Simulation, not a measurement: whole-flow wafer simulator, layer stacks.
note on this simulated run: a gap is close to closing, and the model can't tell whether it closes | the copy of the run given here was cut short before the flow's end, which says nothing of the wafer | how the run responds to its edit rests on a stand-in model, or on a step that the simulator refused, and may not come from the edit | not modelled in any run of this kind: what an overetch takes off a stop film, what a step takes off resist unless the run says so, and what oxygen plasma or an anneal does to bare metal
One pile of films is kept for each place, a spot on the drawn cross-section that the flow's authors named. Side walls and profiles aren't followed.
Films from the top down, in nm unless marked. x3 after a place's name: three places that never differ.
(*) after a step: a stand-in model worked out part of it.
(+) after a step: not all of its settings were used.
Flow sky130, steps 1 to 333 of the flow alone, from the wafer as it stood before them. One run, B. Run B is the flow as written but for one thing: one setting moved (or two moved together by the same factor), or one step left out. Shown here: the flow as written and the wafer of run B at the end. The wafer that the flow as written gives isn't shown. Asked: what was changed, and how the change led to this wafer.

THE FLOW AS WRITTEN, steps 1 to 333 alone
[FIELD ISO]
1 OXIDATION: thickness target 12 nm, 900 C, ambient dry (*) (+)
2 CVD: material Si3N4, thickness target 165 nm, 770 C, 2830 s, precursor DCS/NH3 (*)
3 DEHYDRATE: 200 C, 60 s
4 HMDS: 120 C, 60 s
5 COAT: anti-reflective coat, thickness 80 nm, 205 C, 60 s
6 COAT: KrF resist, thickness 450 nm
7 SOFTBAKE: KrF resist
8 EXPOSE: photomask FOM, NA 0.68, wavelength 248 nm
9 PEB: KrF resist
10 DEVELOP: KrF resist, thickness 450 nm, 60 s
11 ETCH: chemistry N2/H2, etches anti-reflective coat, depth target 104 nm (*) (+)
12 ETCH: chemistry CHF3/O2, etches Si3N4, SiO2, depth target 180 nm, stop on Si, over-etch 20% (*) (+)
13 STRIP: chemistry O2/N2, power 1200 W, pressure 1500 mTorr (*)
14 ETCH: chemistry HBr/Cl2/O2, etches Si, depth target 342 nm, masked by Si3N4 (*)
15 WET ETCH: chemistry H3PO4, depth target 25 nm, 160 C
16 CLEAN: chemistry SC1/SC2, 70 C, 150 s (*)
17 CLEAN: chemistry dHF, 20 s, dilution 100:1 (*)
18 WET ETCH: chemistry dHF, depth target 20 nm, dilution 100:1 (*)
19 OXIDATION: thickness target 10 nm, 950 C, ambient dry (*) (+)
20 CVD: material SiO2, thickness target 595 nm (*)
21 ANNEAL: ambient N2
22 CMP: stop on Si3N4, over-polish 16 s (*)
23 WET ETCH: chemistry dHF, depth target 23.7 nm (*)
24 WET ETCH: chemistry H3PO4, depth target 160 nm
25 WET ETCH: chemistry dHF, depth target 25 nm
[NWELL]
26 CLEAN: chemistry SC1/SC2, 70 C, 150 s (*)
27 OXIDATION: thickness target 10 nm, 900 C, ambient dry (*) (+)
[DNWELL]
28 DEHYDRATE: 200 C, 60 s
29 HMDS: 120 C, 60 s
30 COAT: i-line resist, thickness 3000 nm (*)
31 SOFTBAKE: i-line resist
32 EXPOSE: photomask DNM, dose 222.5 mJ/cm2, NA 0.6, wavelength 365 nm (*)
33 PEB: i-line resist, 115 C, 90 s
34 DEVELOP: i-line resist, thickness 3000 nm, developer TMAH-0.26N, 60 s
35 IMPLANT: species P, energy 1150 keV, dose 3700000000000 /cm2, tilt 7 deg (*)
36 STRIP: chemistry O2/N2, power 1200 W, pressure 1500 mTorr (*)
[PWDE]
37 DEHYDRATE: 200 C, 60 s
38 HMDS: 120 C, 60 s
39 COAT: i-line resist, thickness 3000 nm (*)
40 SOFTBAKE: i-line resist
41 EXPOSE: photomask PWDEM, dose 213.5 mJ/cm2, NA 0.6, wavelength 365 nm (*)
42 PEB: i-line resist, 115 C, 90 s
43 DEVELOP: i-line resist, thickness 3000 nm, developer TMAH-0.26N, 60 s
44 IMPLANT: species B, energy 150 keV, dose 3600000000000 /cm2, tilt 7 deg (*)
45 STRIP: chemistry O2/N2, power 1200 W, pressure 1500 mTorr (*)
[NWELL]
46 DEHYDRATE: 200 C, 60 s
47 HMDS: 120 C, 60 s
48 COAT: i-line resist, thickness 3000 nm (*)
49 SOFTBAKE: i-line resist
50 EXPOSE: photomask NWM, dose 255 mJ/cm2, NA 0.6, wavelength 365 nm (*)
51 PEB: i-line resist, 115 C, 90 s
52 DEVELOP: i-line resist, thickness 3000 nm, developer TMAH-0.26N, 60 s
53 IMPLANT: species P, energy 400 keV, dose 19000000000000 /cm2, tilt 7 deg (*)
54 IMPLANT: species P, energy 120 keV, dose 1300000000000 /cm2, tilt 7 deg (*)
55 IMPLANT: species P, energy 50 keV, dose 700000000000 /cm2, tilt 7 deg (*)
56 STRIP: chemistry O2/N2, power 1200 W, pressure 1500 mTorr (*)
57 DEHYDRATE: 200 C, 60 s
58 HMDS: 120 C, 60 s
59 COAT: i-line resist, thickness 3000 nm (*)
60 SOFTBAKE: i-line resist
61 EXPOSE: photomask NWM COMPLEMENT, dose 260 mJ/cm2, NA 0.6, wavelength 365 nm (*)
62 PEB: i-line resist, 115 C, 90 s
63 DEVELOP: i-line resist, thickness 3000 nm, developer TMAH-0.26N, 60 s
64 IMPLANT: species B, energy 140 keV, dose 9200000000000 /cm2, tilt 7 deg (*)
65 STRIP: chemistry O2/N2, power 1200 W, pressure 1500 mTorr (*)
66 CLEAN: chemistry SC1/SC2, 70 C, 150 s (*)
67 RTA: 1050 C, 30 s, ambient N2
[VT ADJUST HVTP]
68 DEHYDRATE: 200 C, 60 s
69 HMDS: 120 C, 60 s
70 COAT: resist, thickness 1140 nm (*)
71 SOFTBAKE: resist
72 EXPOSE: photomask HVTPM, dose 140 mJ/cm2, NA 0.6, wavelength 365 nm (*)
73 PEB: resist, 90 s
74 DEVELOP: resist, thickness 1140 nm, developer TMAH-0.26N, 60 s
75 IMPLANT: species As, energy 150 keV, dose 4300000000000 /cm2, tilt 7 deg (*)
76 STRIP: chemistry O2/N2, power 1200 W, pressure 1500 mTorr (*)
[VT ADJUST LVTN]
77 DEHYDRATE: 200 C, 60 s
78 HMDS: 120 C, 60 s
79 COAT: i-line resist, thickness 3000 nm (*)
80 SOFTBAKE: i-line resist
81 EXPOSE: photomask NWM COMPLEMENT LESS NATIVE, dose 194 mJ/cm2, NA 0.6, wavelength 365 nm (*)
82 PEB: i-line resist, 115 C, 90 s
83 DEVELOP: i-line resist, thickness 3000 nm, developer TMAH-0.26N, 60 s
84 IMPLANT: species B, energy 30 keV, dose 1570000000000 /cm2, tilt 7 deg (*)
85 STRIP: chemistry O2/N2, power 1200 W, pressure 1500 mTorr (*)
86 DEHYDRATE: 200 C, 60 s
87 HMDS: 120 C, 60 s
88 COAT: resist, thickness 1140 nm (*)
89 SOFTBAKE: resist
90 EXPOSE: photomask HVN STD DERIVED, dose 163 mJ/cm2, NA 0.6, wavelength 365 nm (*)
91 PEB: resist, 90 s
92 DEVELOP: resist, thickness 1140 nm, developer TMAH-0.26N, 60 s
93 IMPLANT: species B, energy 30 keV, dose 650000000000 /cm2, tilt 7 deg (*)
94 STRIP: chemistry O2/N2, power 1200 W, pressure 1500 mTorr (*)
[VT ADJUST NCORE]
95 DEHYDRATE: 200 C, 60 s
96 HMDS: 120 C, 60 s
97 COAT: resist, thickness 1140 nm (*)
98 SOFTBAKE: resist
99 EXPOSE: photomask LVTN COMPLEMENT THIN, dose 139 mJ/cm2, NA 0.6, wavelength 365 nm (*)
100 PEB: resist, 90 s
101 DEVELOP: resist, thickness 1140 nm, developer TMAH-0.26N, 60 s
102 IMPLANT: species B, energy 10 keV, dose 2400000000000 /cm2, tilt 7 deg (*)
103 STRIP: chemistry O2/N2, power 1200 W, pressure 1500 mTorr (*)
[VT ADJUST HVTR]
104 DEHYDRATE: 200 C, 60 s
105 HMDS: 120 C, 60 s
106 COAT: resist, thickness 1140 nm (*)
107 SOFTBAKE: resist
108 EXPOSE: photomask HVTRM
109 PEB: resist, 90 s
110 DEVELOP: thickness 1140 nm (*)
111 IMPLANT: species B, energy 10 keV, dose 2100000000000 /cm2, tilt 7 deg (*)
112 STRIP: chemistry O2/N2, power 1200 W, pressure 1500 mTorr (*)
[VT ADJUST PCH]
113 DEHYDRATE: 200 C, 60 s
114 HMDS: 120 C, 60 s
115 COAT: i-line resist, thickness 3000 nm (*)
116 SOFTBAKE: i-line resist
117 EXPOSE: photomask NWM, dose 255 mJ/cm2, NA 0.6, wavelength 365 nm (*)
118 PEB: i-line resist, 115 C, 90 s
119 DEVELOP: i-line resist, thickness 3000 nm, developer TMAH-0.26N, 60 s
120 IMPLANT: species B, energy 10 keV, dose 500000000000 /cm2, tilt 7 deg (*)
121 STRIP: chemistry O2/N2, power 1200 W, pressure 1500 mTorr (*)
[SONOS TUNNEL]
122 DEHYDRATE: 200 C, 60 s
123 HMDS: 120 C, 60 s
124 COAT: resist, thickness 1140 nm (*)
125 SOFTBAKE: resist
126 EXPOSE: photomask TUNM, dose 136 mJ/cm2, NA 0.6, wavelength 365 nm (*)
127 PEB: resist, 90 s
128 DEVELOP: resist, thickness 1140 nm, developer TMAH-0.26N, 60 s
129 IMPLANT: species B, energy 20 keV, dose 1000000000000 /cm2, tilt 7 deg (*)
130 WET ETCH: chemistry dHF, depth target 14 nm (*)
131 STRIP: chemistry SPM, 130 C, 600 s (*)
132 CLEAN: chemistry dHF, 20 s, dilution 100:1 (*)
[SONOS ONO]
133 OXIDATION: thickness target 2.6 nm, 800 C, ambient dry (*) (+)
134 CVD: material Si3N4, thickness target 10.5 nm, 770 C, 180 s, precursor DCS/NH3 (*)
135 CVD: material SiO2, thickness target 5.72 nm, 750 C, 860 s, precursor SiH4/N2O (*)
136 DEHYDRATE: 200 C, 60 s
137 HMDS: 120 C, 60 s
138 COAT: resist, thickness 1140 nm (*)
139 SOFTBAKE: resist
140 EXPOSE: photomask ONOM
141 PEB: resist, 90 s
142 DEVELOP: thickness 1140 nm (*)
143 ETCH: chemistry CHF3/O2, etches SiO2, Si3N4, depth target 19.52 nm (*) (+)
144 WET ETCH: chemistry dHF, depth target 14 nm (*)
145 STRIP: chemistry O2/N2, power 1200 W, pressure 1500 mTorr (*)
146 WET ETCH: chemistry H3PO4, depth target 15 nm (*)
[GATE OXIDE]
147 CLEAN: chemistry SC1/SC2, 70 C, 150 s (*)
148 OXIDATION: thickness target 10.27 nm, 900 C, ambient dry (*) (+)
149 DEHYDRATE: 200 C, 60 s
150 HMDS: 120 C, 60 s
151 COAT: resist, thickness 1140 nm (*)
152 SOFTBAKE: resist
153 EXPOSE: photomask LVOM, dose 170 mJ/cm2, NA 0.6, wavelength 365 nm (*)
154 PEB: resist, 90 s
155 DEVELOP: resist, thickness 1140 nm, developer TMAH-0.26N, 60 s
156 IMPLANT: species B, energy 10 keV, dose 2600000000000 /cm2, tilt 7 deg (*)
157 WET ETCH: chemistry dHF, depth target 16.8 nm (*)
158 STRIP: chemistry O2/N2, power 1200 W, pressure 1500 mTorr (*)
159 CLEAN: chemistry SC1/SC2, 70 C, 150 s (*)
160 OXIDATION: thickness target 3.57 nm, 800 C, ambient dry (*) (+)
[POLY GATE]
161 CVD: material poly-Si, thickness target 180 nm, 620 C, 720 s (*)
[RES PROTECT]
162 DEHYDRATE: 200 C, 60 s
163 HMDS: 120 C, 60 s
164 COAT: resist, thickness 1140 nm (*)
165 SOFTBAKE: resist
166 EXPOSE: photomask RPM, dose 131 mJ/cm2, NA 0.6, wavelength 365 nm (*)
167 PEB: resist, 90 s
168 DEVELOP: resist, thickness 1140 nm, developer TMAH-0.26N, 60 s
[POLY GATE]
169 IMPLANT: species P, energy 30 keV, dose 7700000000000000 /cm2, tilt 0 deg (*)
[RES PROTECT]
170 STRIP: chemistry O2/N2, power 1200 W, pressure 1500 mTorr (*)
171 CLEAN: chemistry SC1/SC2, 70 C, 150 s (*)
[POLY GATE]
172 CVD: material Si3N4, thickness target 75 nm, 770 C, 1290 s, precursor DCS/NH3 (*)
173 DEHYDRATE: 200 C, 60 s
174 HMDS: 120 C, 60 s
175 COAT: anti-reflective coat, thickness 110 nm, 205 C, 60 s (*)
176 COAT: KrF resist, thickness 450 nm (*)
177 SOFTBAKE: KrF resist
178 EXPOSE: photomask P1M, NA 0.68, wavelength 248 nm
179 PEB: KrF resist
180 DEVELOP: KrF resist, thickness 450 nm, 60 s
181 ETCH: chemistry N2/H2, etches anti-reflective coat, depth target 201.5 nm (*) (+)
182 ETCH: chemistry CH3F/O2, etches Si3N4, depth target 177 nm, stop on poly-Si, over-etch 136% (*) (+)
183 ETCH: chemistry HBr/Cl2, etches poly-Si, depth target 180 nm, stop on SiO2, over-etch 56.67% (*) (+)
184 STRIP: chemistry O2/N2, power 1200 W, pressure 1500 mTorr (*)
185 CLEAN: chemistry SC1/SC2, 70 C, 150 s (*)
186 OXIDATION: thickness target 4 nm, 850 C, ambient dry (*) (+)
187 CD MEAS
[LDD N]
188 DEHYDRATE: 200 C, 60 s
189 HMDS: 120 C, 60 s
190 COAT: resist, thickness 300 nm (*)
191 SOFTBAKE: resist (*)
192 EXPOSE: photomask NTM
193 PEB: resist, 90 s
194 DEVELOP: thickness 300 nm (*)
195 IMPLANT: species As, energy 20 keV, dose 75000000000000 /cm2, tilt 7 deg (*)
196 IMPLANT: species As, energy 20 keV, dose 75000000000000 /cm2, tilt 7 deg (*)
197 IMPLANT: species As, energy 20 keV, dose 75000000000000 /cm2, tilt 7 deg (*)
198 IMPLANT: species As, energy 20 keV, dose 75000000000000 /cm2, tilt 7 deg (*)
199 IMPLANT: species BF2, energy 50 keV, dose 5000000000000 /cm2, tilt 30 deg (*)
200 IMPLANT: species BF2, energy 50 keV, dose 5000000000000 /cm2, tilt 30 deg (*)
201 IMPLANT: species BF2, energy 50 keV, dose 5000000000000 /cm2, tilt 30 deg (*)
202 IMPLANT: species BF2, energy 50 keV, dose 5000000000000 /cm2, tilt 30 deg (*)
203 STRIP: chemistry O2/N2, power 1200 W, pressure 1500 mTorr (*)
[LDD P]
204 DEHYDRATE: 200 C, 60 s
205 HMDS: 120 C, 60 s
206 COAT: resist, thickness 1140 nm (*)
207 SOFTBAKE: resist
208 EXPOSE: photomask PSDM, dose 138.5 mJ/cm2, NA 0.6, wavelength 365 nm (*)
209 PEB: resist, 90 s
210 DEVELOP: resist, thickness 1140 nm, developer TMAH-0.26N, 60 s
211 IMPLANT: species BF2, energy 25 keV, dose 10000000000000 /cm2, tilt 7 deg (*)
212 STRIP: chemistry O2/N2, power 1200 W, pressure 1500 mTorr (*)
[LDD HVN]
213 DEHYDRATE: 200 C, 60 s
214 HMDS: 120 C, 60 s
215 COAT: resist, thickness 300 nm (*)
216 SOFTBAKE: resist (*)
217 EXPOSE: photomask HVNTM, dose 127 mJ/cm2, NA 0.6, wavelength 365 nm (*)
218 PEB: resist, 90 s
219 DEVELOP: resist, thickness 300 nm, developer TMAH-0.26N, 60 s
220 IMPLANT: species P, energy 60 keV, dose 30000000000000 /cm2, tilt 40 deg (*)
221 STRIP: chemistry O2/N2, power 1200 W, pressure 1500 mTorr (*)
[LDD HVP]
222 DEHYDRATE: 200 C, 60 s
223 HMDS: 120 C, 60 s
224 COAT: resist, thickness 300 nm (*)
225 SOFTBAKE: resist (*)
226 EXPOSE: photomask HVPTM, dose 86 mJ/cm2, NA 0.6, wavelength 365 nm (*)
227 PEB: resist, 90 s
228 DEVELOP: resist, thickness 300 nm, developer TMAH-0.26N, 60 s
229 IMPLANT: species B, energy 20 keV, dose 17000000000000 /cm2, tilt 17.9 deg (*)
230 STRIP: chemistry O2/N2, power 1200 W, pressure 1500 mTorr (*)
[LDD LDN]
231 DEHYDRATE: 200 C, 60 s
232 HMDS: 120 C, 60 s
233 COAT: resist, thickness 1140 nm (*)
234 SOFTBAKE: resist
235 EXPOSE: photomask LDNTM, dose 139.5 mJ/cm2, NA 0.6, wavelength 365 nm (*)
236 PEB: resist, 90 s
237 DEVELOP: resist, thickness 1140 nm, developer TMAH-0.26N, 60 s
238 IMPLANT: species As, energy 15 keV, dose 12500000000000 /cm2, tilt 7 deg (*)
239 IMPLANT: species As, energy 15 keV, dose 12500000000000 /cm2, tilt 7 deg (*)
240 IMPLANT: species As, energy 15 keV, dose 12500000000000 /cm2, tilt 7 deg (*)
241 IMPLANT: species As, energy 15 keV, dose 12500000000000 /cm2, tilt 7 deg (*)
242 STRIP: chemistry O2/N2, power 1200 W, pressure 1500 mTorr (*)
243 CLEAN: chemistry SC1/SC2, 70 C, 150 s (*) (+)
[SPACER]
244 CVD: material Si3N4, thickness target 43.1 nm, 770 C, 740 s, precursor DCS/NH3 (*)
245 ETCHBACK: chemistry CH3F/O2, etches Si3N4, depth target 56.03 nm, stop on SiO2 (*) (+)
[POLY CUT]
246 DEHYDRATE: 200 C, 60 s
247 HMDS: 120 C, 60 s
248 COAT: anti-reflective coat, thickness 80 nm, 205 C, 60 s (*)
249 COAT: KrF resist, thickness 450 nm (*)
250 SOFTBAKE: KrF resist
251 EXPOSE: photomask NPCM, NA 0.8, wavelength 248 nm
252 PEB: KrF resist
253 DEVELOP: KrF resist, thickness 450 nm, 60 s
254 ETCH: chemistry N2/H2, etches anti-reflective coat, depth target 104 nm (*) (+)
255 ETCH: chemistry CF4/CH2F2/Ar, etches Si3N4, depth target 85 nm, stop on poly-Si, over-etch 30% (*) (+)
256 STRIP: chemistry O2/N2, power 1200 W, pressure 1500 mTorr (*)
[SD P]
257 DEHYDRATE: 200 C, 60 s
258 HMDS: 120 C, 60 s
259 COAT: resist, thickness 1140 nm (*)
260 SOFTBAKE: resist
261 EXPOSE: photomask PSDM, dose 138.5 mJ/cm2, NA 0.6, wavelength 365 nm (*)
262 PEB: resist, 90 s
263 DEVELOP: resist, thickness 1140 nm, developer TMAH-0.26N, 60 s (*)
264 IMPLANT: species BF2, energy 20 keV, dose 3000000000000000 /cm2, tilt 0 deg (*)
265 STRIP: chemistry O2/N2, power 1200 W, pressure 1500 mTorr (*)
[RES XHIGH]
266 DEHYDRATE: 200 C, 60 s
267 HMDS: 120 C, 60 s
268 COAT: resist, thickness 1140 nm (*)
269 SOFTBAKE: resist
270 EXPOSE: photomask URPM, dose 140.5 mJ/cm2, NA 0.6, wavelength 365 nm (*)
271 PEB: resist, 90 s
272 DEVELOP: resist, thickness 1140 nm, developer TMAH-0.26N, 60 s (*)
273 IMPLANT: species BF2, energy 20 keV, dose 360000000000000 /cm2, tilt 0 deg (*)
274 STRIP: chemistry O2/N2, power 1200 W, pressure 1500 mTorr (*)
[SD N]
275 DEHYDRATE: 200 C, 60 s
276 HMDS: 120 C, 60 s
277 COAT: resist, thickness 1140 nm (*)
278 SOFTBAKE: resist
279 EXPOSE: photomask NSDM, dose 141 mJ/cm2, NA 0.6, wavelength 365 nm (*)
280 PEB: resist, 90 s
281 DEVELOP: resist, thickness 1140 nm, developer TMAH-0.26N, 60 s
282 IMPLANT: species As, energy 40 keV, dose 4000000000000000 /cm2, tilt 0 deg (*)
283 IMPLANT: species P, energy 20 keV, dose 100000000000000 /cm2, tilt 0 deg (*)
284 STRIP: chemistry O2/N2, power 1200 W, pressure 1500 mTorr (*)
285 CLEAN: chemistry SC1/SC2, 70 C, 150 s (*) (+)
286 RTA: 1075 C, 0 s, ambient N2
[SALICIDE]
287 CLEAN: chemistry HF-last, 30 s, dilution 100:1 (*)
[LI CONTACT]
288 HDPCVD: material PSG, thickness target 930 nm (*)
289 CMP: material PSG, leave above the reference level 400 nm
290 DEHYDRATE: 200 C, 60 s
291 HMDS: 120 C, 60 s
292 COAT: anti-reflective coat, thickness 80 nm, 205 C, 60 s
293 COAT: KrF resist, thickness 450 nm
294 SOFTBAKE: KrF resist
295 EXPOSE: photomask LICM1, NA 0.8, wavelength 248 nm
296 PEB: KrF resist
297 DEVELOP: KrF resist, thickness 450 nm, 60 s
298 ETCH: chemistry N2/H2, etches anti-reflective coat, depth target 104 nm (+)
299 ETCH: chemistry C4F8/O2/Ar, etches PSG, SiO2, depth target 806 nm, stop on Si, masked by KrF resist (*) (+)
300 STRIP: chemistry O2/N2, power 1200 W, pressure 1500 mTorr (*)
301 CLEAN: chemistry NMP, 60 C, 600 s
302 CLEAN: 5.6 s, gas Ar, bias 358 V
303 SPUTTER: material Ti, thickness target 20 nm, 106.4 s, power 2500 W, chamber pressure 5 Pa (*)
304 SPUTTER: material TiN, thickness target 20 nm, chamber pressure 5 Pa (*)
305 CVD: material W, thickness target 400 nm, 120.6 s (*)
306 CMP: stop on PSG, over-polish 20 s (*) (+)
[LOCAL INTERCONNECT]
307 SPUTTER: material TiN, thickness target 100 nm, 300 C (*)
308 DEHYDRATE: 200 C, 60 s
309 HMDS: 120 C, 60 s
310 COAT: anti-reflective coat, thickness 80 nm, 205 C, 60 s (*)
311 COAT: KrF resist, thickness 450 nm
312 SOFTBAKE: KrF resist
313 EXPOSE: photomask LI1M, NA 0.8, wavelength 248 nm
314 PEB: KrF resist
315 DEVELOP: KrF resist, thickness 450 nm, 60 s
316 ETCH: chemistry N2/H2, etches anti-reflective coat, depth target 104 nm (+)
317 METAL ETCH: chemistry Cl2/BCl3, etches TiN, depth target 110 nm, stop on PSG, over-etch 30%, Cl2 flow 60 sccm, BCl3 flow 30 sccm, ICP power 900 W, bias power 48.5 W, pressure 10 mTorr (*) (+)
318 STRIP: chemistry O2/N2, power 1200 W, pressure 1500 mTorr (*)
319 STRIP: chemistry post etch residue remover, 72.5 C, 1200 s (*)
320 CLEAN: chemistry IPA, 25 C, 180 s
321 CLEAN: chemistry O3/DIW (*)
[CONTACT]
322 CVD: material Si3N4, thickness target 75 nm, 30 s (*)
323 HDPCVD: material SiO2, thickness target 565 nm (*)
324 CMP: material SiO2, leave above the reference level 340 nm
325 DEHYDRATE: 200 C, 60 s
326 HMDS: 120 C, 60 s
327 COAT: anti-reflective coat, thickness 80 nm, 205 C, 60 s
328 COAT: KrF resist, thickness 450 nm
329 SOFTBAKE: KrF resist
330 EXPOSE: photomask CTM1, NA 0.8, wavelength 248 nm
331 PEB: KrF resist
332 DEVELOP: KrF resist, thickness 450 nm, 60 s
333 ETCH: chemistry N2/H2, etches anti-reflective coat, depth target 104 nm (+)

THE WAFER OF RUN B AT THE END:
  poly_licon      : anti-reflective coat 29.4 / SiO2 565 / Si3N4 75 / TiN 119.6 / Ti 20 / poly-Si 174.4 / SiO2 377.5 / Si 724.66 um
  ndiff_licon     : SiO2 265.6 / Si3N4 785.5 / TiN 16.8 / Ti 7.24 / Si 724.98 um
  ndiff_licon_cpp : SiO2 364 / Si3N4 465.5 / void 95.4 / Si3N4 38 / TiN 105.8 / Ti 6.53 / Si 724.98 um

The cause: step 305, CVD: material W, thickness target 400 nm, 120.6 s (*), was left out.

How the change led to this, step by step:
  306 CMP: stop on PSG, over-polish 20 s (*) (+)
      field, active, n_well and 184 more: TiN -20 (all of it), Ti -20 (all of it), PSG -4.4 (as written it would be: W -400 (all of it), TiN -20 (all of it), Ti -20 (all of it), PSG -4.4)
      ndiff_licon, ndiff_licon_cpp, rpo_hd_licon: nothing (as written it would be: W -444.9)
      (and at 1 more place)
  307 SPUTTER: material TiN, thickness target 100 nm, 300 C (*)
      poly_licon, ndiff_licon_cpp, rpo_hd_licon: TiN +100 (as written it would be: TiN +100 (new film))
      ndiff_licon: TiN +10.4 (as written it would be: TiN +100 (new film))
  310 COAT: anti-reflective coat, thickness 80 nm, 205 C, 60 s (*)
      rpm_encl, rpm_encl_psd: anti-reflective coat +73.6 (new film) (as written it would be: anti-reflective coat +80 (new film))
      mim: anti-reflective coat +88.6 (new film) (as written it would be: anti-reflective coat +80 (new film))
      (and at 9 more places)
  311 COAT: KrF resist, thickness 450 nm
      poly_licon, rpo_hd_licon: KrF resist +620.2 (new film) (as written it would be: KrF resist +450.1 (new film))
      ndiff_licon_rim: KrF resist +481.5 (new film) (as written it would be: KrF resist +450 (new film))
      (and at 3 more places)
  314 PEB: KrF resist
      poly_licon, rpo_hd_licon: KrF resist -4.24 (as written it would be: KrF resist -3.06)
      ndiff_licon: KrF resist -5.68 (as written it would be: KrF resist -3.06)
      (and at 1 more place)
  315 DEVELOP: KrF resist, thickness 450 nm, 60 s
      rpo_hd: KrF resist -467 (all of it) (as written it would be: KrF resist -447 (all of it))
  316 ETCH: chemistry N2/H2, etches anti-reflective coat, depth target 104 nm (+)
      rpm_encl, rpm_encl_psd: anti-reflective coat -73.6 (all of it), TiN -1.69 (as written it would be: anti-reflective coat -80 (all of it), TiN -1.33)
      rpo_hd: anti-reflective coat -44.1 (all of it), TiN -3.33 (as written it would be: anti-reflective coat -80 (all of it), TiN -1.34)
      (and at 3 more places)
  317 METAL ETCH: chemistry Cl2/BCl3, etches TiN, depth target 110 nm, stop on PSG, over-etch 30%, Cl2 flow 60 sccm, BCl3 flow 30 sccm, ICP power 900 W, bias power 48.5 W, pressure 10 mTorr (*) (+)
      rpo_hd: TiN -96.7 (all of it) (as written it would be: TiN -98.7 (all of it))
  318 STRIP: chemistry O2/N2, power 1200 W, pressure 1500 mTorr (*)
      mim: KrF resist -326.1 (all of it), anti-reflective coat -88.6 (all of it) (as written it would be: KrF resist -331.4 (all of it), anti-reflective coat -80 (all of it))
      poly_licon: KrF resist -500.4 (all of it), anti-reflective coat -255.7 (all of it) (as written it would be: KrF resist -331.5 (all of it), anti-reflective coat -80.4 (all of it))
      (and at 4 more places)
  322 CVD: material Si3N4, thickness target 75 nm, 30 s (*)
      ndiff_licon_cpp: Si3N4 +465.5 (new film), void +95.4 (new film), Si3N4 +38 (new film) (as written it would be: Si3N4 +75 (new film))
      ndiff_licon: Si3N4 +785.5 (new film) (as written it would be: Si3N4 +75 (new film))
  324 CMP: material SiO2, leave above the reference level 340 nm
      poly_licon, rpo_hd_licon: nothing (as written it would be: SiO2 -299.5)
      ndiff_licon_cpp: SiO2 -200.4 (as written it would be: SiO2 -299.5)
  327 COAT: anti-reflective coat, thickness 80 nm, 205 C, 60 s
      rpm_encl, rpm_encl_psd: anti-reflective coat +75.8 (new film) (as written it would be: anti-reflective coat +80 (new film))
      nw_fld: anti-reflective coat +76.7 (new film) (as written it would be: anti-reflective coat +80 (new film))
      (and at 4 more places)
  328 COAT: KrF resist, thickness 450 nm
      poly_licon, rpo_hd_licon: KrF resist +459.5 (new film) (as written it would be: KrF resist +450 (new film))
  332 DEVELOP: KrF resist, thickness 450 nm, 60 s
      poly_licon, rpo_hd_licon: KrF resist -456.4 (all of it) (as written it would be: KrF resist -446.9 (all of it))
  333 ETCH: chemistry N2/H2, etches anti-reflective coat, depth target 104 nm (+)
      poly_licon, rpo_hd_licon: anti-reflective coat -104 (as written it would be: anti-reflective coat -80 (all of it), SiO2 -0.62)
